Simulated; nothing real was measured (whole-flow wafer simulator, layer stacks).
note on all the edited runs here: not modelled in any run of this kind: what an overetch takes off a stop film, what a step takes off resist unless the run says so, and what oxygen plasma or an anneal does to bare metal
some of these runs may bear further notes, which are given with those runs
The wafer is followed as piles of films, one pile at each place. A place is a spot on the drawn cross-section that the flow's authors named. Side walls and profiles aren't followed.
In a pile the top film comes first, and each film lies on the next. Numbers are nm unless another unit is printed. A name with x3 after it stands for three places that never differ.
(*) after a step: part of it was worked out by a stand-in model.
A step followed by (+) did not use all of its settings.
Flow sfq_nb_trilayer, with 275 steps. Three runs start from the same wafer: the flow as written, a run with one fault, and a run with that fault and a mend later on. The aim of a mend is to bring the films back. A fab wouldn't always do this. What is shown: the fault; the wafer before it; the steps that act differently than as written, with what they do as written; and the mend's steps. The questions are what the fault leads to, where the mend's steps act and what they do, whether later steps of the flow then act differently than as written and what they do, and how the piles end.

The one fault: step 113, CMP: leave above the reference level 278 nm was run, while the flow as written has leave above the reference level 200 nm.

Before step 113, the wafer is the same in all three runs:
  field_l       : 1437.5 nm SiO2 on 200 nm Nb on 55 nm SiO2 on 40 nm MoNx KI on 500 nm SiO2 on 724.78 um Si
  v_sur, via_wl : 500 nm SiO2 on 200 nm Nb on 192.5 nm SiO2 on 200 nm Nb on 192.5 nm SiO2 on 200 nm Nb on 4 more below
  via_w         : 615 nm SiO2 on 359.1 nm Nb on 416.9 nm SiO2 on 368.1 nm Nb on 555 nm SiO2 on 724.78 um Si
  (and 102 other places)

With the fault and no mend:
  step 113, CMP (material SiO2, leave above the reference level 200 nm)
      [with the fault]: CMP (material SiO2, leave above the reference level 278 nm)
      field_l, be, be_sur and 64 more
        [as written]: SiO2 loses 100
        [with the fault]: SiO2 loses 22
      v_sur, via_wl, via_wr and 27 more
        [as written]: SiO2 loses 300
        [with the fault]: SiO2 loses 222
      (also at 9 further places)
  Steps further on in the flow that do not act as written (not shown: 4 more steps that differ only slightly, by at most 2% or 0.5 nm, whichever is larger):
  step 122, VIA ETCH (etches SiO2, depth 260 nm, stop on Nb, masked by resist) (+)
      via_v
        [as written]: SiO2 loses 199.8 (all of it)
        [with the fault]: SiO2 loses 260
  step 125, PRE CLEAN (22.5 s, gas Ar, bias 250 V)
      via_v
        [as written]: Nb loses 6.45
        [with the fault]: SiO2 loses 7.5
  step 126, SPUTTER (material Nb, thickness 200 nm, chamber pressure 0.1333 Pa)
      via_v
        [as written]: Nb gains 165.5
        [with the fault]: Nb gains 152.6 (new film)
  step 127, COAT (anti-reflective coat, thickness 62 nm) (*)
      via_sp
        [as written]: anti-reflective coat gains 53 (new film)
        [with the fault]: anti-reflective coat gains 50.1 (new film)
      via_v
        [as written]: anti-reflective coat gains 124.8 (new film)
        [with the fault]: anti-reflective coat gains 128.6 (new film)
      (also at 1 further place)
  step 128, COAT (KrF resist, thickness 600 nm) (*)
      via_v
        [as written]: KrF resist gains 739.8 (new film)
        [with the fault]: KrF resist gains 797.5 (new film)
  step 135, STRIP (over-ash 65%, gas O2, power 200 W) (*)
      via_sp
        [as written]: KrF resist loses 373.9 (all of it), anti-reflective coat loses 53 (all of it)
        [with the fault]: KrF resist loses 369.8 (all of it), anti-reflective coat loses 50.1 (all of it)
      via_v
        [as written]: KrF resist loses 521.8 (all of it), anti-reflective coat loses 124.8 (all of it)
        [with the fault]: KrF resist loses 579.3 (all of it), anti-reflective coat loses 128.6 (all of it)
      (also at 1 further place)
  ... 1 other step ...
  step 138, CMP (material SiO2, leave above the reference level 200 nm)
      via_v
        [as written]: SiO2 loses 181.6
        [with the fault]: SiO2 loses 157.1
  The piles end different from the flow's at field_l, v_sur, via_wl and 103 more by more than 2% or 0.5 nm, whichever is larger.
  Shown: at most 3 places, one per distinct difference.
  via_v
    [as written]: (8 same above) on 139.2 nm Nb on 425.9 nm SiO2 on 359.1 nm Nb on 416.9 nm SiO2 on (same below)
    [with the fault]: (8 same above) on 139.2 nm Nb on 500.1 nm SiO2 on 152.6 nm Nb on 10.3 nm SiO2 on 200 nm Nb on 416.9 nm SiO2 on (same below)
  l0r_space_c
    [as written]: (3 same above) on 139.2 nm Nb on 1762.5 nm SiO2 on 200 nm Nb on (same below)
    [with the fault]: (3 same above) on 139.2 nm Nb on 1840.5 nm SiO2 on 200 nm Nb on (same below)
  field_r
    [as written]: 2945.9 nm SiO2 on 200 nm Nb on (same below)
    [with the fault]: 3023.9 nm SiO2 on 200 nm Nb on (same below)

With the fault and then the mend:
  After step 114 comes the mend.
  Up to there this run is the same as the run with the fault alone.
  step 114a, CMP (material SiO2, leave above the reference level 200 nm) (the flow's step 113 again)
      field_l, v_sur, via_wl and 103 more
        SiO2 loses 78
  Every later step of the flow that is run acts as written at every place that is followed.
  By the end, the piles equal the flow's at every place that both follow.
